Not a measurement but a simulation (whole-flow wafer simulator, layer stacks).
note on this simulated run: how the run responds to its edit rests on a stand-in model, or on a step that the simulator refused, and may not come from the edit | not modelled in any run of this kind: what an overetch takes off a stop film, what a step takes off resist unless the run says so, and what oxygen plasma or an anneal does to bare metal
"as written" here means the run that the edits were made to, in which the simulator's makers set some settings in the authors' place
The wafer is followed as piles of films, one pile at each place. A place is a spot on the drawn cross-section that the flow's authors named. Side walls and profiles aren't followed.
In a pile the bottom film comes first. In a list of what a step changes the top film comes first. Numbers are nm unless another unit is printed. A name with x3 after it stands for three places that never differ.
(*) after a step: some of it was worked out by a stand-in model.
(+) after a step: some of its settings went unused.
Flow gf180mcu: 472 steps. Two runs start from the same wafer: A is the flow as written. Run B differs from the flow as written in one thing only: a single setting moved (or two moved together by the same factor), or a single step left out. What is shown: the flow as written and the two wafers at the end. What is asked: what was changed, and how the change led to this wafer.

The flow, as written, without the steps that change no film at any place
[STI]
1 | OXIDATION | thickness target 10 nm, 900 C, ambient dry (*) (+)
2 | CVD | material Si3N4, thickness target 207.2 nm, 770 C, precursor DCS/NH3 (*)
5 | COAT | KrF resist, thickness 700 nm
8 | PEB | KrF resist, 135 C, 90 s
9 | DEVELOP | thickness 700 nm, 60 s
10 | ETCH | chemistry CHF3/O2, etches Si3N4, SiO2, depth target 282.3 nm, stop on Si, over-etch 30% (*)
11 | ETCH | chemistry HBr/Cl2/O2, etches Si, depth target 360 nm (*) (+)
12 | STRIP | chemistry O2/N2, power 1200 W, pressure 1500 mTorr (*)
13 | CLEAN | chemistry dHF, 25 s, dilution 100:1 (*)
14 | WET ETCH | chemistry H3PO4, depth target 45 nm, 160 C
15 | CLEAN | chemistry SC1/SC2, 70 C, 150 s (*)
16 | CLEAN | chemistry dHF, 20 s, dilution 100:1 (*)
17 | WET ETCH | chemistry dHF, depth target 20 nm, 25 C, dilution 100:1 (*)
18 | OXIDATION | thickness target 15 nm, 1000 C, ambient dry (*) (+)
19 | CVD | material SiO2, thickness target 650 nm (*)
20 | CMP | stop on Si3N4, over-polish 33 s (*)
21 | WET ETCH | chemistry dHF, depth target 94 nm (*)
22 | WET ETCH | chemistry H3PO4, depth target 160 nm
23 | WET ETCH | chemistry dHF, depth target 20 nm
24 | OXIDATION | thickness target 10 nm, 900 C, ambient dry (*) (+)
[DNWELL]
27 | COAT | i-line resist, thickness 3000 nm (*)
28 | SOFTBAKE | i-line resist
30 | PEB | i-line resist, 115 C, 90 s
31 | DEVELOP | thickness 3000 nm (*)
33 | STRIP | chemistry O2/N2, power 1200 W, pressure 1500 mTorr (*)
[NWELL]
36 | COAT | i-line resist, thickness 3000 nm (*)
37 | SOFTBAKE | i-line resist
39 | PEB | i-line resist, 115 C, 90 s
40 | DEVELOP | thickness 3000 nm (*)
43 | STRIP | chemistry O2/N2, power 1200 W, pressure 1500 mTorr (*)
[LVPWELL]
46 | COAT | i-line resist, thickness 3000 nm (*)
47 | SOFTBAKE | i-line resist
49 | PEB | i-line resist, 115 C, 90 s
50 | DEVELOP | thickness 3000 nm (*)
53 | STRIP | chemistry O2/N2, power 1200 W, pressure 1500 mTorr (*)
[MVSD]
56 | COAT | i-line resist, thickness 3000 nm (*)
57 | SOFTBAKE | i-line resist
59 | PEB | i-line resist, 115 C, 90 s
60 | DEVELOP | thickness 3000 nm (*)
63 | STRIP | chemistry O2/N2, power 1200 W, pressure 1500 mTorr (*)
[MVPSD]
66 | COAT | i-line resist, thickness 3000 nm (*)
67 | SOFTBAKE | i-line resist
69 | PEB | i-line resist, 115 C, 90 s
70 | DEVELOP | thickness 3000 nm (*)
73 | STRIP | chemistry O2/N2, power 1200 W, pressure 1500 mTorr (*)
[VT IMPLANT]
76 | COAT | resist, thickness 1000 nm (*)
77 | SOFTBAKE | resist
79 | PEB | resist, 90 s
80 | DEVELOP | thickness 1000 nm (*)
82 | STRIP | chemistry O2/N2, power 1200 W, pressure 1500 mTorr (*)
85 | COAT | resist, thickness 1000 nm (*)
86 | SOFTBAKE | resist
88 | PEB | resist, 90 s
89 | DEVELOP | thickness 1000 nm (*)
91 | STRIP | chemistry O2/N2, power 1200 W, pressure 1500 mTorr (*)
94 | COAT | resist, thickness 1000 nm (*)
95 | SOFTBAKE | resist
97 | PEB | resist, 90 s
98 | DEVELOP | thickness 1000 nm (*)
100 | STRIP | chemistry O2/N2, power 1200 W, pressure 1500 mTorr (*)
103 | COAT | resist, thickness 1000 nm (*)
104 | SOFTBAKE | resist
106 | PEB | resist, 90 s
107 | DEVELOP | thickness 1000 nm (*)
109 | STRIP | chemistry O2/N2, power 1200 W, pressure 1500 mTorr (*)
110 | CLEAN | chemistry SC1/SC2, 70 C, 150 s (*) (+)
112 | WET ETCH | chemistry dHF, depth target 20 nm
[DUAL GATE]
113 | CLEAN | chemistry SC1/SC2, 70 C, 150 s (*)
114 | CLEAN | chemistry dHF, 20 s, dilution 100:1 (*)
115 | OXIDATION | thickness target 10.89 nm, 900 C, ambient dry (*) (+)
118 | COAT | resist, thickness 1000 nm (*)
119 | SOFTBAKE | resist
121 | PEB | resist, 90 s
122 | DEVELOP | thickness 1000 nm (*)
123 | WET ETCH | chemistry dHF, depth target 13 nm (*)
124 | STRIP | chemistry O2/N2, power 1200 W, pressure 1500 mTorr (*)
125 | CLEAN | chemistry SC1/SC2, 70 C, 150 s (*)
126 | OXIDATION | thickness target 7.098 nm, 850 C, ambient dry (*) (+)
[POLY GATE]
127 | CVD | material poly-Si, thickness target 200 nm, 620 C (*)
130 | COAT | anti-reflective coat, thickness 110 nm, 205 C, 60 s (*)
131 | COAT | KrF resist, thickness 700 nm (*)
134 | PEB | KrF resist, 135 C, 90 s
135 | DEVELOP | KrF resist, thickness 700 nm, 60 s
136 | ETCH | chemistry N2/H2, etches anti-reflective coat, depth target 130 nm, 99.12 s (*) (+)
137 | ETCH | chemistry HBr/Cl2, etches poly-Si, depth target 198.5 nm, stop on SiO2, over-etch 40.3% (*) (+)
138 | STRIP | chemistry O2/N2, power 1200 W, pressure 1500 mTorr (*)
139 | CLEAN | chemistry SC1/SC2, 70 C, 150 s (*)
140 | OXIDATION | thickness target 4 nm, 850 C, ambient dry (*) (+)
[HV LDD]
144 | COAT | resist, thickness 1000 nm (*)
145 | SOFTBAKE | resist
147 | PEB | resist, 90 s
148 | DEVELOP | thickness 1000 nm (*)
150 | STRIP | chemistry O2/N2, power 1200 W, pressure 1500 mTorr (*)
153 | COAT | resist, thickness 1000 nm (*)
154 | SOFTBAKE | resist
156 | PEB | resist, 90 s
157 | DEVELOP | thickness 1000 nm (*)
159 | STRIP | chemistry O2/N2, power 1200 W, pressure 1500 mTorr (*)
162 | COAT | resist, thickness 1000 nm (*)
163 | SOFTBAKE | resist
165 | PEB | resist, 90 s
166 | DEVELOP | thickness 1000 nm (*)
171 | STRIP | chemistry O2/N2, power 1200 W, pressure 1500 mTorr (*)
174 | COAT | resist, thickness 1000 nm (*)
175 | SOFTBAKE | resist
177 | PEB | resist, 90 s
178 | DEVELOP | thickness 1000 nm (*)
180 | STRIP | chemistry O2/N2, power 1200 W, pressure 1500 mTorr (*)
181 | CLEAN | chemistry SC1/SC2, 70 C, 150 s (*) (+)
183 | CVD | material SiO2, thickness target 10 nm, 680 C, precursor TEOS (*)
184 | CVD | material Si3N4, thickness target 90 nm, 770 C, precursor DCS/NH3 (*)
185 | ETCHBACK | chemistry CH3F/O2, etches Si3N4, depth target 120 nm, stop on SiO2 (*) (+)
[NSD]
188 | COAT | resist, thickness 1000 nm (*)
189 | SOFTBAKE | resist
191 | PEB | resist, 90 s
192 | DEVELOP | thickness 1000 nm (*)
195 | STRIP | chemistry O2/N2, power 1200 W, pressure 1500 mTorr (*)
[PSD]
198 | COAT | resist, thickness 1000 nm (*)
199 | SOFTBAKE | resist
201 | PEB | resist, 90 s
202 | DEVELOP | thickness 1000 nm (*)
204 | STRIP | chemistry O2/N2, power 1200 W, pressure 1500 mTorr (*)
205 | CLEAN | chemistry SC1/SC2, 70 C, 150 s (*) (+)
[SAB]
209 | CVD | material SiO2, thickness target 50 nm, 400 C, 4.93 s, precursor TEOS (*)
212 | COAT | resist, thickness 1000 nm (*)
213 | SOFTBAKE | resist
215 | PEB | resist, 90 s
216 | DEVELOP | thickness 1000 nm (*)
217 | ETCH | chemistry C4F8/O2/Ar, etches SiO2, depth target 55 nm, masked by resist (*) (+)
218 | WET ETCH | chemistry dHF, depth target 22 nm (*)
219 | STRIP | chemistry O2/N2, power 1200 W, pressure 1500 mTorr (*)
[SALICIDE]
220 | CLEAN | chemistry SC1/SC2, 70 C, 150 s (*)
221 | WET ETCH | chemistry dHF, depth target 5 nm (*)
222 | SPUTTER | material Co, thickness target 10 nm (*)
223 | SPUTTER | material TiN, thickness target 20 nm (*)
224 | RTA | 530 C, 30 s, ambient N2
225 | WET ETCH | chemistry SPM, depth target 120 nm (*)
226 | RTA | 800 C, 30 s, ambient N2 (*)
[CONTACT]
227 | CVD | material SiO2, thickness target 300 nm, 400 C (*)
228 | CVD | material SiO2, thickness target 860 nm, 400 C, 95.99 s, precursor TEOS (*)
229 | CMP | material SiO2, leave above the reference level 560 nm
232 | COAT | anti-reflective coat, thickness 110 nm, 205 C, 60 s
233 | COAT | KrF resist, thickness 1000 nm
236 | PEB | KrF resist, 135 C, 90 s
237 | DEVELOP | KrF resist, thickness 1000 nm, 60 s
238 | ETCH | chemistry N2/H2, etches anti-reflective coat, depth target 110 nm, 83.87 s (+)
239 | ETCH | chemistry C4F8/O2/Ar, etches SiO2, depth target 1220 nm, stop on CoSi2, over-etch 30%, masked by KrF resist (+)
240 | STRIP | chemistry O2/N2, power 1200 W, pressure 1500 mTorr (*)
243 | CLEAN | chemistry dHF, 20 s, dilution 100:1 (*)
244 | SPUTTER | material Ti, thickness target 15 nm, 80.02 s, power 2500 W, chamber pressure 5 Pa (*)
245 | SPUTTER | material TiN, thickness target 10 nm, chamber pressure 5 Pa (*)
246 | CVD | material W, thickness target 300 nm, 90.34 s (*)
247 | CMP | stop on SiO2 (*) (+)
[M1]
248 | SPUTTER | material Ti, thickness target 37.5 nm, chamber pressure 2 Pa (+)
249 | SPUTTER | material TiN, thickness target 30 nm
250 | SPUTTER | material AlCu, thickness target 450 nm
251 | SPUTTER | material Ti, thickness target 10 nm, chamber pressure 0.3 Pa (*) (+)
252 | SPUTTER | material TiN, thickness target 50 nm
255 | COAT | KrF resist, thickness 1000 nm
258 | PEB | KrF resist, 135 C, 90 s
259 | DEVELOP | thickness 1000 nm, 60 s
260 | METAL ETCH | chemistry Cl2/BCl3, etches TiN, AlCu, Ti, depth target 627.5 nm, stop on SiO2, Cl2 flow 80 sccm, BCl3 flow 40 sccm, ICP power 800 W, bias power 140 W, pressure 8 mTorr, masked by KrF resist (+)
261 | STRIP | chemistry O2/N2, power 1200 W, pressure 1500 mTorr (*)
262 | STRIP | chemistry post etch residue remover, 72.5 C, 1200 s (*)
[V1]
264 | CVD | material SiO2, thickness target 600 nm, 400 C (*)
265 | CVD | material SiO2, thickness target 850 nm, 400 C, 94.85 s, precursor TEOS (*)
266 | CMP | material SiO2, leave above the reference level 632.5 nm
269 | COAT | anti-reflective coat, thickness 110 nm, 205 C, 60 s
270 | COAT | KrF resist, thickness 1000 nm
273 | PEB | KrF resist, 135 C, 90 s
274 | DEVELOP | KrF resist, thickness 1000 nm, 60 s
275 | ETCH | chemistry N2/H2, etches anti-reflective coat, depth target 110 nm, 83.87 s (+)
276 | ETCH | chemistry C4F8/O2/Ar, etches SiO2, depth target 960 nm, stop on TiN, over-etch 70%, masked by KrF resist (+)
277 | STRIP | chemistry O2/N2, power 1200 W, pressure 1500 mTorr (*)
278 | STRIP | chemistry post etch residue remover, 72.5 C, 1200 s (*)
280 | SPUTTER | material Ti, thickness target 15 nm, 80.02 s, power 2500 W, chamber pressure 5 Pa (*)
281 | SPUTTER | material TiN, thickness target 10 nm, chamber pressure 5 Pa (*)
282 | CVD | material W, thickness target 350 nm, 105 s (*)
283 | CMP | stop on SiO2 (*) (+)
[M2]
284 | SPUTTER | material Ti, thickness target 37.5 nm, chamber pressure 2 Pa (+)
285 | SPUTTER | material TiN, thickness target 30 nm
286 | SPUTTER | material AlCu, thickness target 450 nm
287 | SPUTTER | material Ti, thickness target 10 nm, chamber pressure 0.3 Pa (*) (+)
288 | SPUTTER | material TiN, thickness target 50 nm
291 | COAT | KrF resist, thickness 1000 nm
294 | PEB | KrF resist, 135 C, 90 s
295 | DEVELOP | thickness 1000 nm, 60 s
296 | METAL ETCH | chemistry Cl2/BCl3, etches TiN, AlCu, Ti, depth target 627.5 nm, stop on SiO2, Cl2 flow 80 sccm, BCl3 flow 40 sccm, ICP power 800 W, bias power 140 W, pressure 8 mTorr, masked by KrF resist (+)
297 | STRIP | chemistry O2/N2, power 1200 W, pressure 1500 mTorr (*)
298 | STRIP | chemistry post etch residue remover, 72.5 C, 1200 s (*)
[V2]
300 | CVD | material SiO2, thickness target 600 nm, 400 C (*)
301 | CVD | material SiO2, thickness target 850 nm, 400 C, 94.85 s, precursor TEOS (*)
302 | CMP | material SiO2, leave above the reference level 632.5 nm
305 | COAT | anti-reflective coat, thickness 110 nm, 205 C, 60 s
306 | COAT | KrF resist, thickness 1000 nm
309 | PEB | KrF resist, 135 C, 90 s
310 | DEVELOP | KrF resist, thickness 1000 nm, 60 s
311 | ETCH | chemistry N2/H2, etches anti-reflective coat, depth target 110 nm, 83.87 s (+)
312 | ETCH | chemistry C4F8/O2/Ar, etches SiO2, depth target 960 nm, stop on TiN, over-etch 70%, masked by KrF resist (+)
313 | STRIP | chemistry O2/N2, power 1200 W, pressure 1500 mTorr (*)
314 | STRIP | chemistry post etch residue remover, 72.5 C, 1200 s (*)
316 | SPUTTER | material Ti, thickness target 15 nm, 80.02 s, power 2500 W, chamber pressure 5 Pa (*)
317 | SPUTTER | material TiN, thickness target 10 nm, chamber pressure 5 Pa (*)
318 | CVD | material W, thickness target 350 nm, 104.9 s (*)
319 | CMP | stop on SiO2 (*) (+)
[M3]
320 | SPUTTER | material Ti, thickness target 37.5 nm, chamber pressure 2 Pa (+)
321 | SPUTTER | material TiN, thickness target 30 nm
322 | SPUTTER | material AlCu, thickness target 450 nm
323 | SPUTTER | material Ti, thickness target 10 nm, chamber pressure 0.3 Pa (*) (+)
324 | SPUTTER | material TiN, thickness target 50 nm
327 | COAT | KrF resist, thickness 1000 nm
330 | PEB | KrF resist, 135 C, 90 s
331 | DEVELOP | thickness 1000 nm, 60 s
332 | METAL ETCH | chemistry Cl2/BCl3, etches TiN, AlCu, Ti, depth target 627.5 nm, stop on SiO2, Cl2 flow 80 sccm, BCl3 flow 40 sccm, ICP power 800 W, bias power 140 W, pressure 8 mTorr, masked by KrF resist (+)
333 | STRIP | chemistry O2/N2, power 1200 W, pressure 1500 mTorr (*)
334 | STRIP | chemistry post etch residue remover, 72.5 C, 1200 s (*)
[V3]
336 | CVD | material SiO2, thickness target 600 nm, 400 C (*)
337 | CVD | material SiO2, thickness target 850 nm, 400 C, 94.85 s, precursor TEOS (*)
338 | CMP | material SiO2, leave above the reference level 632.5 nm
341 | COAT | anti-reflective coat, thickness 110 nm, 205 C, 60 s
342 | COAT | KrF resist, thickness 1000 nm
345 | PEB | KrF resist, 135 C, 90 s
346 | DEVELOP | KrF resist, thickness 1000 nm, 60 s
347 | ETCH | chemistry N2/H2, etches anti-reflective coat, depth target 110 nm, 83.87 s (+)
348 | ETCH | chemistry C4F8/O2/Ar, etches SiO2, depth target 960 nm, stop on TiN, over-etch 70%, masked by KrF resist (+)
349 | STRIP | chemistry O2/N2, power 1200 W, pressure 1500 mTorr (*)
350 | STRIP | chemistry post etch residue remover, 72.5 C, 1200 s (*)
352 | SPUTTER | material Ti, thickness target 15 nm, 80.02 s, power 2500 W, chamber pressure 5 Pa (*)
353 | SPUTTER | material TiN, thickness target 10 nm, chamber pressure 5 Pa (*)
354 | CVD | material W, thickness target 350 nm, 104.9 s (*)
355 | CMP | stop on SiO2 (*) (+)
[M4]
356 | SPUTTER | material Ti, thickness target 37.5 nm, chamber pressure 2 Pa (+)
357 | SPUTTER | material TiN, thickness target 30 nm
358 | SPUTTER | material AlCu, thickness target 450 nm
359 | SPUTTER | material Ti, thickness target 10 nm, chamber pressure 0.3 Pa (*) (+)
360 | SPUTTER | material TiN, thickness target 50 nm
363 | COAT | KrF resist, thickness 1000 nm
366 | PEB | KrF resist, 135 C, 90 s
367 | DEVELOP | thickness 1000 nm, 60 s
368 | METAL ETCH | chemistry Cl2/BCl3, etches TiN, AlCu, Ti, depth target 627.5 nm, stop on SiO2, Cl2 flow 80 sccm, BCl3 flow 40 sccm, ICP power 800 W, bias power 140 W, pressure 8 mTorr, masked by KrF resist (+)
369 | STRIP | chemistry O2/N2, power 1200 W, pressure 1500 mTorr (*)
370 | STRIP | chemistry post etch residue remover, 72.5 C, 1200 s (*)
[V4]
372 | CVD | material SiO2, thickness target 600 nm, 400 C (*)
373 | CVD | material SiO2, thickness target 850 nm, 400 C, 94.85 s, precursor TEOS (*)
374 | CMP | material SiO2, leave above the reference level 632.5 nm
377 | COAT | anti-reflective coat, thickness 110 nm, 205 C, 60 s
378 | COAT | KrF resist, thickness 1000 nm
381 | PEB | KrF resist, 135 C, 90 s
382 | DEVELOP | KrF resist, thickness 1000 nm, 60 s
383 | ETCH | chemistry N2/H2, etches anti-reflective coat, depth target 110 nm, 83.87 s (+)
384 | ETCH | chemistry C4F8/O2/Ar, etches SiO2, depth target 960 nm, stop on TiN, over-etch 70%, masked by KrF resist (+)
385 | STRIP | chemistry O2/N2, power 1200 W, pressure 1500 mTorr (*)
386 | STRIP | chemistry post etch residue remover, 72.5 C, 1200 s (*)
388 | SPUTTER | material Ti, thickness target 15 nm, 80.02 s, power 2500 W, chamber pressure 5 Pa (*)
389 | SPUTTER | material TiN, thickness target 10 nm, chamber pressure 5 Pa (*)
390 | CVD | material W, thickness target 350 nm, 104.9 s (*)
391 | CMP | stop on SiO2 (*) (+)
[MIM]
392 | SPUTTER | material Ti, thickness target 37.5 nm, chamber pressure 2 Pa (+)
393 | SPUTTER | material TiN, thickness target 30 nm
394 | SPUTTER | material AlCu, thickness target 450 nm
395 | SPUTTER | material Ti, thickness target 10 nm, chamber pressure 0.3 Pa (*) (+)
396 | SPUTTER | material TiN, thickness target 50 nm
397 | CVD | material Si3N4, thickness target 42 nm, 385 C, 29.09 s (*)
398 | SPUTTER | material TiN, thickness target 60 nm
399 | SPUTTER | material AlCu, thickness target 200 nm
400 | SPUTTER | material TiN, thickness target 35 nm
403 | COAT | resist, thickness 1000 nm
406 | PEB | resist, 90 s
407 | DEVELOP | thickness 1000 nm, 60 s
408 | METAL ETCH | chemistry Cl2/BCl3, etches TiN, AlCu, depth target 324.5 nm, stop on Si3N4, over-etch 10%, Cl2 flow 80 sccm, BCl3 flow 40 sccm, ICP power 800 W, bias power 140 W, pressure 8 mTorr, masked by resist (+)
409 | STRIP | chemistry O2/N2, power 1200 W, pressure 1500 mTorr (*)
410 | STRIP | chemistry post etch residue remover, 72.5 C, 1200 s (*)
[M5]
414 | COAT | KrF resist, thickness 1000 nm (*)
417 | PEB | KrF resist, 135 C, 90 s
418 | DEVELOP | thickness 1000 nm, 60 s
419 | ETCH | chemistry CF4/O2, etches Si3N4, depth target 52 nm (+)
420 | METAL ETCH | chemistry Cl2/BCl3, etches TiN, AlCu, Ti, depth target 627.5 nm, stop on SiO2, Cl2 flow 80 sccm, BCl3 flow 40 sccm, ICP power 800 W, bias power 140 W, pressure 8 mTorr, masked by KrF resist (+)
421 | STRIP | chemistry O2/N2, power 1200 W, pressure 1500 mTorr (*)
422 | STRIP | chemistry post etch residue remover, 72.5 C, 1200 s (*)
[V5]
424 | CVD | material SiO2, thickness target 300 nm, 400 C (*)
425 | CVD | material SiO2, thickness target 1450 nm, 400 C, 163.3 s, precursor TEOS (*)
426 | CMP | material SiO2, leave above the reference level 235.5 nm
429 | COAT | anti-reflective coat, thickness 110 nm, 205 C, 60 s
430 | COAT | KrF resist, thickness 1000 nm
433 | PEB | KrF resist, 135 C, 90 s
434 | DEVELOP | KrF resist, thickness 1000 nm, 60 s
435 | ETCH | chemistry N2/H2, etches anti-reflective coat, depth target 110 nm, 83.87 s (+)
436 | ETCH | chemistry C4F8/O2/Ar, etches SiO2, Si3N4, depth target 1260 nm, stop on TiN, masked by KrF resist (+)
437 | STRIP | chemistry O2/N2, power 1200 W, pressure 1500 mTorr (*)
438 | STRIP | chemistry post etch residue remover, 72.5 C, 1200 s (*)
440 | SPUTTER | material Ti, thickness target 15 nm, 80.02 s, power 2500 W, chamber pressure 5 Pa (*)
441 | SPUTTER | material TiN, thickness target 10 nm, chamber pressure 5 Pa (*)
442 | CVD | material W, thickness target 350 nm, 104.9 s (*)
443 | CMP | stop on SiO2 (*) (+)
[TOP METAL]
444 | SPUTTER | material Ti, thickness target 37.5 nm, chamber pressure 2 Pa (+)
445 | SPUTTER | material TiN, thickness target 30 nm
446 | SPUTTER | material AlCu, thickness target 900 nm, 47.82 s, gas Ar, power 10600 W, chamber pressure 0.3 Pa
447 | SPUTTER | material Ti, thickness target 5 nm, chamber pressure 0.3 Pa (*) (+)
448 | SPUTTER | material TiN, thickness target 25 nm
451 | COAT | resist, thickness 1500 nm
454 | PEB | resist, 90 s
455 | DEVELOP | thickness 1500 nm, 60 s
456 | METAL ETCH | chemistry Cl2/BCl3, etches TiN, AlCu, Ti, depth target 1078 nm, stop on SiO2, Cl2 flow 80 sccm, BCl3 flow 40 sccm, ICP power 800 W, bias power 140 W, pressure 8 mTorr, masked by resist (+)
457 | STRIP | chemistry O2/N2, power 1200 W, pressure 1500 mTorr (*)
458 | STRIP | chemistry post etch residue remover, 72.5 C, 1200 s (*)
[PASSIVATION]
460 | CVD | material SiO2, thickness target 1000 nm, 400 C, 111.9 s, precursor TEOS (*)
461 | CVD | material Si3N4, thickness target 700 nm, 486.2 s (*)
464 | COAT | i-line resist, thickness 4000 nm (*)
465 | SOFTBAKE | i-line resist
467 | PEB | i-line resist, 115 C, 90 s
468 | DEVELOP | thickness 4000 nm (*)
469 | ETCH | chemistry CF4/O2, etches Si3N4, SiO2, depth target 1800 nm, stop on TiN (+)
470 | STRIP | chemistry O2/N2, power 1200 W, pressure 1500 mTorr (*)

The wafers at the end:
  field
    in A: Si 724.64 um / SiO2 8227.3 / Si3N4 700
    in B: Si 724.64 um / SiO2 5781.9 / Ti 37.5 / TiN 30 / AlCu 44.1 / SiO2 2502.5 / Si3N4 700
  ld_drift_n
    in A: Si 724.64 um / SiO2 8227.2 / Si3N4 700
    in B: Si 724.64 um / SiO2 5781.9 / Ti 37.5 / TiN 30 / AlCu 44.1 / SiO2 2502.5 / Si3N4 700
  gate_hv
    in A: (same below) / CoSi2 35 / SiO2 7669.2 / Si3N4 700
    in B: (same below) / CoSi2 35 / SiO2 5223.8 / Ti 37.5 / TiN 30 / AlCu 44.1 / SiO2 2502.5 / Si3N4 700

Cause: step 394, SPUTTER: thickness target 618.8 nm was run, while the flow as written has thickness target 450 nm.

Step by step, how the change led to this:
  394 | SPUTTER | material AlCu, thickness target 450 nm
      field, field__w1, field__w2 and 108 more: A +450 AlCu (new film) | B +618.8 AlCu (new film)
  420 | METAL ETCH | chemistry Cl2/BCl3, etches TiN, AlCu, Ti, depth target 627.5 nm, stop on SiO2, Cl2 flow 80 sccm, BCl3 flow 40 sccm, ICP power 800 W, bias power 140 W, pressure 8 mTorr, masked by KrF resist (+)
      field, field__w1, field__w2 and 101 more: A -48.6 TiN (all of it), -10 Ti (all of it), -450 AlCu (all of it), -30 TiN (all of it), -37.5 Ti (all of it) | B -48.6 TiN (all of it), -10 Ti (all of it), -568.9 AlCu
  422 | STRIP | chemistry post etch residue remover, 72.5 C, 1200 s (*)
      field, field__w1, field__w2 and 101 more: A nothing | B -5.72 AlCu
  424 | CVD | material SiO2, thickness target 300 nm, 400 C (*)
      field, field__w1, field__w2 and 101 more: A +300 SiO2 | B +300 SiO2 (new film)
  426 | CMP | material SiO2, leave above the reference level 235.5 nm
      field, field__w1, field__w5 and 92 more: A -300.8 SiO2 | B -243.7 SiO2
      field__w2, field__w3, field__w12 and 6 more: A -272.7 SiO2 | B -212.9 SiO2
Taking metal films that touch as one body, field has 1 body; the flow as written gives 0 bodies.
Taking metal films that touch as one body, ld_drift_n has 1 body; the flow as written gives 0 bodies.
Taking metal films that touch as one body, gate_hv has 2 bodies (between them, from the top down: SiO2 5223.8); the flow as written gives 1 body.
